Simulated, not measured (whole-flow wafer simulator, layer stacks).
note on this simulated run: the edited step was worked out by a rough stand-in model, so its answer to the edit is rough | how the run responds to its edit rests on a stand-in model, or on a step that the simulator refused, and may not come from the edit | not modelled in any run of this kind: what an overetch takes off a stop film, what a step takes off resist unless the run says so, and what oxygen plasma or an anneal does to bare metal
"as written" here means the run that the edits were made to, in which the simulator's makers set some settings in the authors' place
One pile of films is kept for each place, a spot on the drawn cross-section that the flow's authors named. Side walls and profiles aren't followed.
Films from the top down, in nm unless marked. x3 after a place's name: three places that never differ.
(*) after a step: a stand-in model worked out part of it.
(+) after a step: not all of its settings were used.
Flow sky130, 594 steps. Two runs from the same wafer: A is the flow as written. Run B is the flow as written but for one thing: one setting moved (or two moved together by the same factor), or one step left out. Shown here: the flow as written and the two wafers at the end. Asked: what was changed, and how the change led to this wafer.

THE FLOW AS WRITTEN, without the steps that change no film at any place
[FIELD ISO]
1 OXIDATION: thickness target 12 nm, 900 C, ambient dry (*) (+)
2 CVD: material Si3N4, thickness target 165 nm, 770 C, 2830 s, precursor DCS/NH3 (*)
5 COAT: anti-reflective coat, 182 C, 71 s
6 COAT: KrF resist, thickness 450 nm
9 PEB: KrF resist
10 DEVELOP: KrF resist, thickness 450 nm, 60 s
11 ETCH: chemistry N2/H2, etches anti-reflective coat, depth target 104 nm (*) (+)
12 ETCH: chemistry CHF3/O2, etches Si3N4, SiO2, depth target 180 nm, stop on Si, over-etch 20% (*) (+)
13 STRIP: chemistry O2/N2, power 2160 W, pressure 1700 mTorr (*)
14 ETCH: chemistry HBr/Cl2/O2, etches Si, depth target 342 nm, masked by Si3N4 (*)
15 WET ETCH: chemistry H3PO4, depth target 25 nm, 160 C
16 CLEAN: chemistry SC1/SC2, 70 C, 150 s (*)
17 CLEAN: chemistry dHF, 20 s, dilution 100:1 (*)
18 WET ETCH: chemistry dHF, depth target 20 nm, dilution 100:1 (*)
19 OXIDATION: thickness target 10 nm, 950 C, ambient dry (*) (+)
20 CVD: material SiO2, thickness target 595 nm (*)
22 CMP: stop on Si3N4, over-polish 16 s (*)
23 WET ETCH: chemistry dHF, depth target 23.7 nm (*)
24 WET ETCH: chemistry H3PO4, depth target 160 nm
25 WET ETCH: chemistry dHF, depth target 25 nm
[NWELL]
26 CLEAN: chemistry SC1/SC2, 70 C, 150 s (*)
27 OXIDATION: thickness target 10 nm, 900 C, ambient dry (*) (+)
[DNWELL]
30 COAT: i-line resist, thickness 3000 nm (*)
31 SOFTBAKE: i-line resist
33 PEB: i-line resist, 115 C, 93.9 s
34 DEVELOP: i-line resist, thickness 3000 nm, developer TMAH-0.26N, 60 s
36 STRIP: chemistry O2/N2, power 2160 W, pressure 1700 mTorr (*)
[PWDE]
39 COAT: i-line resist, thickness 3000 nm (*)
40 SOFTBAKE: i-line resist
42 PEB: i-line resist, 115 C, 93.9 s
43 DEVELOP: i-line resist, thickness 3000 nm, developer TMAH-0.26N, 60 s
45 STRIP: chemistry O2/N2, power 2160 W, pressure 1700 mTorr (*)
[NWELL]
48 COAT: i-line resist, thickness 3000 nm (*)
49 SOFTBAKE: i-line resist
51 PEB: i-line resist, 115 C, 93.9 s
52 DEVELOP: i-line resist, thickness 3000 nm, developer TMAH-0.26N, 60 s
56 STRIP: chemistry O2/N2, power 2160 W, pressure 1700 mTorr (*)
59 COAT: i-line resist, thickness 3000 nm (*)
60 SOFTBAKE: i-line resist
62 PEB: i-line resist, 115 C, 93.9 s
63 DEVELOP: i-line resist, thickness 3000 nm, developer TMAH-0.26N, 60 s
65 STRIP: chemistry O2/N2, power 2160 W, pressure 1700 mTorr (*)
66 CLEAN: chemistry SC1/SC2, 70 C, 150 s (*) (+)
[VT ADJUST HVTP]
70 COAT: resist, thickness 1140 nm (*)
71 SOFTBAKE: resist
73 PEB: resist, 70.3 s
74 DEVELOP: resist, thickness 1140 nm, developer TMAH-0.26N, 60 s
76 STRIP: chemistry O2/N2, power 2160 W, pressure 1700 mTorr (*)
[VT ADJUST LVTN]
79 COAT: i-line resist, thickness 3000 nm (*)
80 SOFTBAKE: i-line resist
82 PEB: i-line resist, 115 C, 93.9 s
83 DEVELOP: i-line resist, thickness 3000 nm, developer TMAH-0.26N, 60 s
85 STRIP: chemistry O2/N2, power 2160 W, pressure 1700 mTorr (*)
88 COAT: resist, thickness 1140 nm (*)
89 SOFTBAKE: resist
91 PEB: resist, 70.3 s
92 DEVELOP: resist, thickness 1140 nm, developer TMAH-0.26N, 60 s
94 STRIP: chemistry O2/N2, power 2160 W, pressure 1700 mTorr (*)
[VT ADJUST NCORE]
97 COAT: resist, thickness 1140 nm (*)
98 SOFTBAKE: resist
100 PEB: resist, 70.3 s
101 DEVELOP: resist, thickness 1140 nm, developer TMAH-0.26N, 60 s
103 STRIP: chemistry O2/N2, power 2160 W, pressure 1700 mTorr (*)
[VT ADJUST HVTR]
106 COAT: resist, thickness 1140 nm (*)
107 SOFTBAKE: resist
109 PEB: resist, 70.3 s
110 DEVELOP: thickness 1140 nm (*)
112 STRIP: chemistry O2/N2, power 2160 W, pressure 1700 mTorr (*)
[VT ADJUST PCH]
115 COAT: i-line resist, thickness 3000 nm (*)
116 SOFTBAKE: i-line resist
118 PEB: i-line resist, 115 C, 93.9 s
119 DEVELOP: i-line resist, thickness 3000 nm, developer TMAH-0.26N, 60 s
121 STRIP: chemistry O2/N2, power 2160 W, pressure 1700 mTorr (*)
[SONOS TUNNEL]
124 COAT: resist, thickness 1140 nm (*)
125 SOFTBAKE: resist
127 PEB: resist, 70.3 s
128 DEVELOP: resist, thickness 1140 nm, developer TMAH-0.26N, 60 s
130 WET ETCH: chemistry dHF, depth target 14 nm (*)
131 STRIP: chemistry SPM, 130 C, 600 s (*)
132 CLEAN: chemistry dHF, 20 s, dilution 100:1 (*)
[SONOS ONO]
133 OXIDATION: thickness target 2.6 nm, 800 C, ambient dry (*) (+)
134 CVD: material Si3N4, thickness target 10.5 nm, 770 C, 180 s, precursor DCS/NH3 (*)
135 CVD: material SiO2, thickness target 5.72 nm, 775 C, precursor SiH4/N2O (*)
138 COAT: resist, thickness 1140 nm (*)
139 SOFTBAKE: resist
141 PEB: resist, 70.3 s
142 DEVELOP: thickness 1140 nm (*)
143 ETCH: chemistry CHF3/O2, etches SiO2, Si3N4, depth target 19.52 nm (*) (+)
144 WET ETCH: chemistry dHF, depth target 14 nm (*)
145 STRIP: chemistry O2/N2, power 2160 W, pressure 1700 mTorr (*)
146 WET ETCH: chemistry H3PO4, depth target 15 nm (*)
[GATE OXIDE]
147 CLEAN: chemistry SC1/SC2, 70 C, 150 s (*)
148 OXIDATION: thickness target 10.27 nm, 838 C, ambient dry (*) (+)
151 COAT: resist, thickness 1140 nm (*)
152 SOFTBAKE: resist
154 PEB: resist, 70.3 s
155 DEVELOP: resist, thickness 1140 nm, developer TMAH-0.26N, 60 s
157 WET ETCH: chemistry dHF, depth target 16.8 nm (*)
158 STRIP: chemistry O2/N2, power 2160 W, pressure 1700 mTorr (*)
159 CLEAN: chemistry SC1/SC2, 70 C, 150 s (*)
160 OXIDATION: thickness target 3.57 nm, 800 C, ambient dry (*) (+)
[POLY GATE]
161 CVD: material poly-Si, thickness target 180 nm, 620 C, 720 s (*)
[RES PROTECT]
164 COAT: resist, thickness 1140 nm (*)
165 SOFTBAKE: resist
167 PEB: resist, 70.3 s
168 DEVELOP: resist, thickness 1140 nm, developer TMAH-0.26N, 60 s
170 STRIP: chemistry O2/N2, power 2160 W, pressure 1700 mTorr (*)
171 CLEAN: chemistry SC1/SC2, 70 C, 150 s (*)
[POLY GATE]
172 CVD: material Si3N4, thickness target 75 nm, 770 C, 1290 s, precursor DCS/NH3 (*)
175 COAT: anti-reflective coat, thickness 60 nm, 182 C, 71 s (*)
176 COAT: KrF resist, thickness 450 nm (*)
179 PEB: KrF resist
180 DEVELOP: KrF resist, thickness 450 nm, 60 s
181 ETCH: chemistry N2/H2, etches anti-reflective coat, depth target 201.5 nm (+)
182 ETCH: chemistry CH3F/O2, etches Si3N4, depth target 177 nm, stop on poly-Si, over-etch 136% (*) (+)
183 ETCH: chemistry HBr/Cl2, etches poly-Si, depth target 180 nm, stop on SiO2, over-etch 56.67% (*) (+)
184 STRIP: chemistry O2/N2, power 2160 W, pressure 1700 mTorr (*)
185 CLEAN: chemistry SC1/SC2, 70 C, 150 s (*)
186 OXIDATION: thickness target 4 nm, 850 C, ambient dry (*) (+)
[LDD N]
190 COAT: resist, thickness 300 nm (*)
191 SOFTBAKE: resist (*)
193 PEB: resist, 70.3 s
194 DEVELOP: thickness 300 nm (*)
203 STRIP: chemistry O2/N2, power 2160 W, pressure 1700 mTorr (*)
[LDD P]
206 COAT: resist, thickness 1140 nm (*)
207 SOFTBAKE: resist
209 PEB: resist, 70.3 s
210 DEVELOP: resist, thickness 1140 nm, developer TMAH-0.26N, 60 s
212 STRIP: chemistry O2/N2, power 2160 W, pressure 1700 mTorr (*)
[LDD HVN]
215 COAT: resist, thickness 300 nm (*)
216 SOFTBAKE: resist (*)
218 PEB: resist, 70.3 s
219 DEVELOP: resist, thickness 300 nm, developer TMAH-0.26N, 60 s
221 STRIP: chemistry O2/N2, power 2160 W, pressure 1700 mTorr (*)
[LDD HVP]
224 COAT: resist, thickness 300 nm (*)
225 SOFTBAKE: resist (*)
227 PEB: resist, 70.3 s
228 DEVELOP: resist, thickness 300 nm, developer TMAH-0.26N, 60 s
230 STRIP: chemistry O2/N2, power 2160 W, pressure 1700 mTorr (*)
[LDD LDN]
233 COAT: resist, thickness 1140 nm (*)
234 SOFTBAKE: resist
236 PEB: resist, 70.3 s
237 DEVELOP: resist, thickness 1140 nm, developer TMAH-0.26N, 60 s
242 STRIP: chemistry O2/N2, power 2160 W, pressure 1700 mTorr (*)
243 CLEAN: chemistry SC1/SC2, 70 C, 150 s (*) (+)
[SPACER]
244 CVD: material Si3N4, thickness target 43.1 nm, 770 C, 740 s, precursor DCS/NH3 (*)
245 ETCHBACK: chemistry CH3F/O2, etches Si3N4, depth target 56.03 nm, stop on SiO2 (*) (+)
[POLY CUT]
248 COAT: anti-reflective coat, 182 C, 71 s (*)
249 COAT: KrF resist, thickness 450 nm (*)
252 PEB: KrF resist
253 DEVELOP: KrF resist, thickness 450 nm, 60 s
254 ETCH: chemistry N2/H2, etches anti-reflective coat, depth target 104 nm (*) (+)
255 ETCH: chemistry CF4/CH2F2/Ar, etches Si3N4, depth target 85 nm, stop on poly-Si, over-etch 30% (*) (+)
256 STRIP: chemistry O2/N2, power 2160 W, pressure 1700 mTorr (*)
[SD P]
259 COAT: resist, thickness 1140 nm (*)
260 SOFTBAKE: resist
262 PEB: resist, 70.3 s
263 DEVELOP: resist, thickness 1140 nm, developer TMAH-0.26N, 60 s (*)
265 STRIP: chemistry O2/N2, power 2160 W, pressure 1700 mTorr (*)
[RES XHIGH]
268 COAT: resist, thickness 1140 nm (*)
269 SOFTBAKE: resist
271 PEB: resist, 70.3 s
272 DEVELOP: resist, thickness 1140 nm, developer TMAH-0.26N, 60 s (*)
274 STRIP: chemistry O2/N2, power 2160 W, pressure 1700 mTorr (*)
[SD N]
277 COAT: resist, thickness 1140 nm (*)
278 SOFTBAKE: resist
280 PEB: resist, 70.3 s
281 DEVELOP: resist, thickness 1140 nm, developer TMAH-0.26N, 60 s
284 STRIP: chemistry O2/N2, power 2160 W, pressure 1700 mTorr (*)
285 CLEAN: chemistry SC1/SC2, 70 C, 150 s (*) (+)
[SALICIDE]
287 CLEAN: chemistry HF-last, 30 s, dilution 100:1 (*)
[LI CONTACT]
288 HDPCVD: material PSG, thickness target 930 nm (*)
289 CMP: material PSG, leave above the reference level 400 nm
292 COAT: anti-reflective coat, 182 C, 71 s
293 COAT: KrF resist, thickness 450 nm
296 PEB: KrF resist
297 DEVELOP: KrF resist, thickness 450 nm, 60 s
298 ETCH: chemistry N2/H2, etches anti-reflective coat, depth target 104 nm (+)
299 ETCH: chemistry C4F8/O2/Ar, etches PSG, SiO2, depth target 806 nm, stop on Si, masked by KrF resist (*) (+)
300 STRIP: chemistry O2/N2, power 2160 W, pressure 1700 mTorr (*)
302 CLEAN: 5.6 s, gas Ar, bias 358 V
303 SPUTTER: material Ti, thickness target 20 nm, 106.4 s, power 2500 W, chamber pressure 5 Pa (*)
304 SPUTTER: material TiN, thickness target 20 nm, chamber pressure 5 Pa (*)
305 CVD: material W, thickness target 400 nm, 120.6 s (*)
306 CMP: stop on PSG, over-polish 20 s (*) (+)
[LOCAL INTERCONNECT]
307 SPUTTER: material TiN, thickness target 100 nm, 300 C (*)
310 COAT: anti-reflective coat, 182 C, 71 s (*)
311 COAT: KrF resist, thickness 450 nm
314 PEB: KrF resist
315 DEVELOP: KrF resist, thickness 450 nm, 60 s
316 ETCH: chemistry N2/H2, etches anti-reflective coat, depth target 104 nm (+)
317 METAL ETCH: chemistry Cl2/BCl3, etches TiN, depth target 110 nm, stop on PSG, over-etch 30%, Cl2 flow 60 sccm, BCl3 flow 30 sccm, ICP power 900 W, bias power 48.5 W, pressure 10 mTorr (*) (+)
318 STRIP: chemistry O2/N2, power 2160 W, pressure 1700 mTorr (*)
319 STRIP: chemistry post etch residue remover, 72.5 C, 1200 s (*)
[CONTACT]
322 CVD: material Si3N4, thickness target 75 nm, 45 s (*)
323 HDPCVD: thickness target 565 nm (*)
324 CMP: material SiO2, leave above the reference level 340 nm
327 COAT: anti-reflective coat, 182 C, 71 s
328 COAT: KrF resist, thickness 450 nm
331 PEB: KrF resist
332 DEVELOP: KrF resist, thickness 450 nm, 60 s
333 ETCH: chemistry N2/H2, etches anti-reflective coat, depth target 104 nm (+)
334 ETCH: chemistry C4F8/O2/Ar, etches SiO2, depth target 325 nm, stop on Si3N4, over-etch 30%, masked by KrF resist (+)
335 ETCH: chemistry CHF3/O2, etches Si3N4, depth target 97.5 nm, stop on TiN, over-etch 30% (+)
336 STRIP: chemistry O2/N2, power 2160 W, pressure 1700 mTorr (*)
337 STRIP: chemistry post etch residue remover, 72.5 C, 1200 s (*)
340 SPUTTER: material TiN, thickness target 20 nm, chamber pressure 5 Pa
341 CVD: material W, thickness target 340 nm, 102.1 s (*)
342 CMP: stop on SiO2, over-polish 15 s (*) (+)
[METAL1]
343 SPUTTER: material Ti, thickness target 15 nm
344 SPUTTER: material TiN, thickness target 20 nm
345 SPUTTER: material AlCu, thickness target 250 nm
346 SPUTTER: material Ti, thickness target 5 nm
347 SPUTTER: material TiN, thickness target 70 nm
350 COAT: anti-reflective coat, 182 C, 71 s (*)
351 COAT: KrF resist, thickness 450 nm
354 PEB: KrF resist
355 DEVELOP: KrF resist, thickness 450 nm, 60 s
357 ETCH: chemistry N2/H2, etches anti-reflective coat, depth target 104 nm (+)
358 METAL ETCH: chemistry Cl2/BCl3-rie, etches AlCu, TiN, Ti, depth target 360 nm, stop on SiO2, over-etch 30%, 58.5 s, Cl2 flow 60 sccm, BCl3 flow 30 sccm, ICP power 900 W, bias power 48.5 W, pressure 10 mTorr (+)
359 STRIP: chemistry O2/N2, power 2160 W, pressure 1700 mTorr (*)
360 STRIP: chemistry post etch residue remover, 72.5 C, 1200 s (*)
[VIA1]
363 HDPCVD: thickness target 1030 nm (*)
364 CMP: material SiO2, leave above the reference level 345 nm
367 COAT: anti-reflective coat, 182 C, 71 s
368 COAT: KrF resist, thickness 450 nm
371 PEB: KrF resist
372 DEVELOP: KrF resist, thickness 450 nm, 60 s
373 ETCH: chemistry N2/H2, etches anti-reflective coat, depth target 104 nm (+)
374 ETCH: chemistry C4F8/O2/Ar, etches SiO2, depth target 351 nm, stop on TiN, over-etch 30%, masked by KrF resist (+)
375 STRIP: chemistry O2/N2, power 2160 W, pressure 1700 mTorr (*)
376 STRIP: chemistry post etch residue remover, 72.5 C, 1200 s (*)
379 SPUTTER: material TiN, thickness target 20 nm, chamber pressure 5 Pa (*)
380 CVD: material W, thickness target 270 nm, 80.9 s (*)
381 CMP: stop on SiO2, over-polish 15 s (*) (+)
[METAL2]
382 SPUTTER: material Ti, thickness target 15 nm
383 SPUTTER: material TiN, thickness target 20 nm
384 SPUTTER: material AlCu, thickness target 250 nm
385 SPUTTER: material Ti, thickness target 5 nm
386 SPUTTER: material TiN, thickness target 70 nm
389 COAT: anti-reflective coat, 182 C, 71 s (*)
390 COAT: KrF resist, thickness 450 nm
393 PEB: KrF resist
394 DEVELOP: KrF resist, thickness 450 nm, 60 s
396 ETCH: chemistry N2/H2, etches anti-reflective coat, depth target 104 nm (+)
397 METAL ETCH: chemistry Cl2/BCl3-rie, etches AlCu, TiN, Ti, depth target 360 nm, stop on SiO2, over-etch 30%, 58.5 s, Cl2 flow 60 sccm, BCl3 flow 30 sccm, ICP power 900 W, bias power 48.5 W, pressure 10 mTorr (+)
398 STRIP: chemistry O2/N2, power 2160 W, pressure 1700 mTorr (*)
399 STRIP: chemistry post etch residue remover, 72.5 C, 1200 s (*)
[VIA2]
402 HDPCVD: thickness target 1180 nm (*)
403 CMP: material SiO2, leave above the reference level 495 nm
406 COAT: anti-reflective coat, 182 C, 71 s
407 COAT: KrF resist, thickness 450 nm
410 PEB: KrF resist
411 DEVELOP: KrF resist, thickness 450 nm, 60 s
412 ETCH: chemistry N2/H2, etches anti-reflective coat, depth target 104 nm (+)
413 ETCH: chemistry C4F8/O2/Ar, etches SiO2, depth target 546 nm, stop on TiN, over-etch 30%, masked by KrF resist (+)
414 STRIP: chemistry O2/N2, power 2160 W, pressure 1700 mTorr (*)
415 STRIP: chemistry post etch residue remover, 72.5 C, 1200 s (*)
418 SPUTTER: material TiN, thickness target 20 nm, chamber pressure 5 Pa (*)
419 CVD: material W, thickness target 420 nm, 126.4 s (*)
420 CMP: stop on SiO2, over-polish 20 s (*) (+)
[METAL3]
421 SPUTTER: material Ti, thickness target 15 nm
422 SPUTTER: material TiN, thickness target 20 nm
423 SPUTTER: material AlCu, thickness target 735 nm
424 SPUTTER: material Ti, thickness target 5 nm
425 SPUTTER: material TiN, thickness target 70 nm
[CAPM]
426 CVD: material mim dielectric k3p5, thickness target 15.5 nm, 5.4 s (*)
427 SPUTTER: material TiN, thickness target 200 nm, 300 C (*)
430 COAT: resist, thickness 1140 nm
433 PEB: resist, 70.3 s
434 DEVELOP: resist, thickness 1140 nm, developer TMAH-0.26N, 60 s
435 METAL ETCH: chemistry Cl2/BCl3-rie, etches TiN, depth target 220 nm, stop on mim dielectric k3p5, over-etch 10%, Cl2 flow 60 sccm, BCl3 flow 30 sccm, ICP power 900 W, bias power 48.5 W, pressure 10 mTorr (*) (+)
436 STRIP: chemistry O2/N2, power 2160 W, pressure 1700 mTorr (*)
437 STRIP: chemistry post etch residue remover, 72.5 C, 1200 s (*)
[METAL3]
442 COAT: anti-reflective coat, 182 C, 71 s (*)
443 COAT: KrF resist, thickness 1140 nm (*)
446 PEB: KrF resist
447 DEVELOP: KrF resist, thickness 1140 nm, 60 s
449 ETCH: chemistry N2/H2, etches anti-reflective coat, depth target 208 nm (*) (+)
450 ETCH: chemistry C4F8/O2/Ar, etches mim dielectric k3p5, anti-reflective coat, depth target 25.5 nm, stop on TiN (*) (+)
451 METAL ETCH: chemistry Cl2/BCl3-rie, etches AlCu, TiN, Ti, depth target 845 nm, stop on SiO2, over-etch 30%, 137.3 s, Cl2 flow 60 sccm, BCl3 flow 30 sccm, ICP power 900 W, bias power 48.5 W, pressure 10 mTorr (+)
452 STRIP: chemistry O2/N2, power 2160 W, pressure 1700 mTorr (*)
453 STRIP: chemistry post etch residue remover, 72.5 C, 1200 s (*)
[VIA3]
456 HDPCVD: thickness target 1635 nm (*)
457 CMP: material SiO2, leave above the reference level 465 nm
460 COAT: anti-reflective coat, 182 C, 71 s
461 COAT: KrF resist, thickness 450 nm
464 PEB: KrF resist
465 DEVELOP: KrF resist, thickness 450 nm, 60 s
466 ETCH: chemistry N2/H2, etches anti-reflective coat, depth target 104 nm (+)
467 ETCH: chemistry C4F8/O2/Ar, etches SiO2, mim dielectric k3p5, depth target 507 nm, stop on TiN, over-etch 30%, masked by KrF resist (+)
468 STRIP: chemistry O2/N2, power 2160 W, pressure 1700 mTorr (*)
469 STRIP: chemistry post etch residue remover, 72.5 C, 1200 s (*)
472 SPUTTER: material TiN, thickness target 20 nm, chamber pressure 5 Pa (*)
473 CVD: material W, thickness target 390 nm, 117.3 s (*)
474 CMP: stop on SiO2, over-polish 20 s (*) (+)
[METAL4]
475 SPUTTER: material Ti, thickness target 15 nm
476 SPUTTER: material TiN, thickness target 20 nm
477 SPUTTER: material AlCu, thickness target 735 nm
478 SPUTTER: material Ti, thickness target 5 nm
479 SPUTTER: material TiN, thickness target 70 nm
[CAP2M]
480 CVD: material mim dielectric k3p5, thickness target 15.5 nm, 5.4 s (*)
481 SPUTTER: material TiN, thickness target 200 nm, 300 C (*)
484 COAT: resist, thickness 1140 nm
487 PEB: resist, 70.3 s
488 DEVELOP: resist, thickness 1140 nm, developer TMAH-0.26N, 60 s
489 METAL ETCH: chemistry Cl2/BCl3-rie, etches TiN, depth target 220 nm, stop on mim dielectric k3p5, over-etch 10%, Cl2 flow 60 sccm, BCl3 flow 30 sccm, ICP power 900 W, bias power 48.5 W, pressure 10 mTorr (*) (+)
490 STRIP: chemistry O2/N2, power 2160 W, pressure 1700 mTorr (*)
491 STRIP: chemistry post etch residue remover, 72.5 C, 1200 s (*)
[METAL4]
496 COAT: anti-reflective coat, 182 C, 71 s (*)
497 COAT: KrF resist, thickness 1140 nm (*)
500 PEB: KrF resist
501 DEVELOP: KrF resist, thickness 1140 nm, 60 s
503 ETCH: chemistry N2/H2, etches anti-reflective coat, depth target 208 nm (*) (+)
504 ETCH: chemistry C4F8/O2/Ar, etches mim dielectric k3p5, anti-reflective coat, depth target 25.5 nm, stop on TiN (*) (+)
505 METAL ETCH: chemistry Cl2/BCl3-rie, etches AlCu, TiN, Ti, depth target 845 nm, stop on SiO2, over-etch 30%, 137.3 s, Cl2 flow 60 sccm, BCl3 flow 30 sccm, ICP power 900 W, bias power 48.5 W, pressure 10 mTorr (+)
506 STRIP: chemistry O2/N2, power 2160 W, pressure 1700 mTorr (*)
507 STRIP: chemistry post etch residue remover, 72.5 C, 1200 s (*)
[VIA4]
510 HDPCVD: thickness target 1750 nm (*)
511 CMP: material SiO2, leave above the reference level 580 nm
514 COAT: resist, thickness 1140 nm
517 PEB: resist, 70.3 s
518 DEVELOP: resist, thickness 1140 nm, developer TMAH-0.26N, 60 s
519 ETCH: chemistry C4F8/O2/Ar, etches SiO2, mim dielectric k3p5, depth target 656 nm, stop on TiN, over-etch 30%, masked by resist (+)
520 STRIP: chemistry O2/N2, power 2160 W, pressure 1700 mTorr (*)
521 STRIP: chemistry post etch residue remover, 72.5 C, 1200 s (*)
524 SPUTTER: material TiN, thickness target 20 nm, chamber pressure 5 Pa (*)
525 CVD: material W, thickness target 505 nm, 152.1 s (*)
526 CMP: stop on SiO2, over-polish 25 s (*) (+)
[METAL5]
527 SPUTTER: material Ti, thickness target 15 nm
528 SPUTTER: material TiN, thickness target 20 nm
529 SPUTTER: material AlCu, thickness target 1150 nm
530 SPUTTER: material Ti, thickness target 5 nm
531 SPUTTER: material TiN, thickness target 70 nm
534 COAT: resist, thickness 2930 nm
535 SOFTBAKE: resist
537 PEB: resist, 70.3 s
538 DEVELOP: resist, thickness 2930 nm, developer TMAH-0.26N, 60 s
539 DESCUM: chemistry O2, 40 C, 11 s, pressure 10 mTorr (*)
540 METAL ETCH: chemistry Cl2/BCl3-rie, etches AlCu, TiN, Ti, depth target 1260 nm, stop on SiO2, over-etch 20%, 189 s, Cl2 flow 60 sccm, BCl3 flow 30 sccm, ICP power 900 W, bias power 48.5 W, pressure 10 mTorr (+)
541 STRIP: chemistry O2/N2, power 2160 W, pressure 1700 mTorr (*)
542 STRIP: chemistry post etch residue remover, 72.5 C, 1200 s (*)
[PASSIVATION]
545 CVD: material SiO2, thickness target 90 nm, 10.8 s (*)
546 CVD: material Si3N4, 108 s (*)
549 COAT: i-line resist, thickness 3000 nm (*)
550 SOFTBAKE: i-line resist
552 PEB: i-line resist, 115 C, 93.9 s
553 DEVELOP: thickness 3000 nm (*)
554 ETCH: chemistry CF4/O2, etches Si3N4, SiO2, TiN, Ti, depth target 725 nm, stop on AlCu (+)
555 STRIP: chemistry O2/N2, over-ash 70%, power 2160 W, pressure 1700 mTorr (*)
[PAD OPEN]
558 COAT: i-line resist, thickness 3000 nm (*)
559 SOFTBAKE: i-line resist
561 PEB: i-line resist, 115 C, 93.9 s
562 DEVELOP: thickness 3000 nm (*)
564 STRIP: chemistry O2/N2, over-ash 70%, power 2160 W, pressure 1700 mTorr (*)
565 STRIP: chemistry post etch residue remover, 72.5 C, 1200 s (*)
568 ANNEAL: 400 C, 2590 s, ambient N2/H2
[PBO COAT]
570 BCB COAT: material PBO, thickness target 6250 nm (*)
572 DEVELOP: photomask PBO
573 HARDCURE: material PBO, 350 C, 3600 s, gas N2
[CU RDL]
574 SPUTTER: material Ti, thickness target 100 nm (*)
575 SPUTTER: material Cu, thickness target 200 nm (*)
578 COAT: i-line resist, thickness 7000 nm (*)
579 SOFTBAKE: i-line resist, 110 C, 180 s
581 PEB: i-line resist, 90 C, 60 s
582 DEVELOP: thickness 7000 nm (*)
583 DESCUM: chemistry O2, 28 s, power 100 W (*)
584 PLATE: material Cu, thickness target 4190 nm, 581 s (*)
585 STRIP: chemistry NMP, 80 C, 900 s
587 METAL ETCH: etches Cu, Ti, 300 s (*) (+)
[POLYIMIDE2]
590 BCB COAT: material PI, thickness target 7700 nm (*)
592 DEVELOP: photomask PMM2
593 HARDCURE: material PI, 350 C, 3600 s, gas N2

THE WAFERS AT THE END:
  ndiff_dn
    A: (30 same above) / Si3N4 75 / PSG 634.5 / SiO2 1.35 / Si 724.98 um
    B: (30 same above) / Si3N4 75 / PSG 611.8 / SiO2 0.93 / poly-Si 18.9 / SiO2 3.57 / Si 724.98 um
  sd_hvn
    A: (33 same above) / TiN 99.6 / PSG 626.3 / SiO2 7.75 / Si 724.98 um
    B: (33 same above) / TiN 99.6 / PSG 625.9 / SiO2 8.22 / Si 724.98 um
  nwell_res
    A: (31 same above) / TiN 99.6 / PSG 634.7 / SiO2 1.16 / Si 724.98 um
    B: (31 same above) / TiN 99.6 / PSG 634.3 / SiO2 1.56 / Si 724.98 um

The cause: step 183, ETCH: depth target 124 nm was run, where the flow has depth target 180 nm.

How the change led to this, step by step:
  183 ETCH: chemistry HBr/Cl2, etches poly-Si, depth target 180 nm, stop on SiO2, over-etch 56.67% (*) (+)
      iso_guard, drift_dnw, drift_pwde and 6 more: A poly-Si -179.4 (all of it), SiO2 -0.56 | B poly-Si -179.4 (all of it)
      ndiff_dn: A poly-Si -215.2 (all of it), SiO2 -0.33 | B poly-Si -194.3
      (and at 77 more places)
  184 STRIP: chemistry O2/N2, power 2160 W, pressure 1700 mTorr (*)
      ndiff_dn: A nothing | B chemical SiO2 +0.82 (new film), poly-Si -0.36
      dice_street, grade_field_poly: A KrF resist -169 (all of it), anti-reflective coat -60 (all of it) | B KrF resist -198.3 (all of it), anti-reflective coat -60 (all of it)
      (and at 75 more places)
  186 OXIDATION: thickness target 4 nm, 850 C, ambient dry (*) (+)
      ndiff_dn: A SiO2 +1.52, Si -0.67 | B SiO2 +4 (new film), chemical SiO2 -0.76 (all of it), poly-Si -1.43
  190 COAT: resist, thickness 300 nm (*)
      ndiff_dn: A resist +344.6 (new film) | B resist +325.9 (new film)
  203 STRIP: chemistry O2/N2, power 2160 W, pressure 1700 mTorr (*)
      ndiff_dn: A resist -340.4 (all of it) | B resist -321.9 (all of it)
  215 COAT: resist, thickness 300 nm (*)
      ndiff_dn: A resist +344.6 (new film) | B resist +325.9 (new film)
  221 STRIP: chemistry O2/N2, power 2160 W, pressure 1700 mTorr (*)
      ndiff_dn: A resist -340.4 (all of it) | B resist -321.9 (all of it)
  224 COAT: resist, thickness 300 nm (*)
      ndiff_dn: A resist +344.6 (new film) | B resist +325.9 (new film)
  230 STRIP: chemistry O2/N2, power 2160 W, pressure 1700 mTorr (*)
      ndiff_dn: A resist -340.4 (all of it) | B resist -321.9 (all of it)
  248 COAT: anti-reflective coat, 182 C, 71 s (*)
      field: A anti-reflective coat +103 (new film) | B anti-reflective coat +106 (new film)
      gate_p_g5v0: A anti-reflective coat +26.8 (new film) | B anti-reflective coat +27.5 (new film)
      (and at 2 more places)
  249 COAT: KrF resist, thickness 450 nm (*)
      poly_dn: A KrF resist +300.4 (new film) | B KrF resist +307.2 (new film)
  256 STRIP: chemistry O2/N2, power 2160 W, pressure 1700 mTorr (*)
      field: A KrF resist -399.3 (all of it), anti-reflective coat -103 (all of it) | B KrF resist -397.1 (all of it), anti-reflective coat -106 (all of it)
      gate_p_g5v0: A KrF resist -317.7 (all of it), anti-reflective coat -26.8 (all of it) | B KrF resist -317.7 (all of it), anti-reflective coat -27.5 (all of it)
      (and at 3 more places)
  289 CMP: material PSG, leave above the reference level 400 nm
      ndiff_dn: A PSG -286 | B PSG -308.8
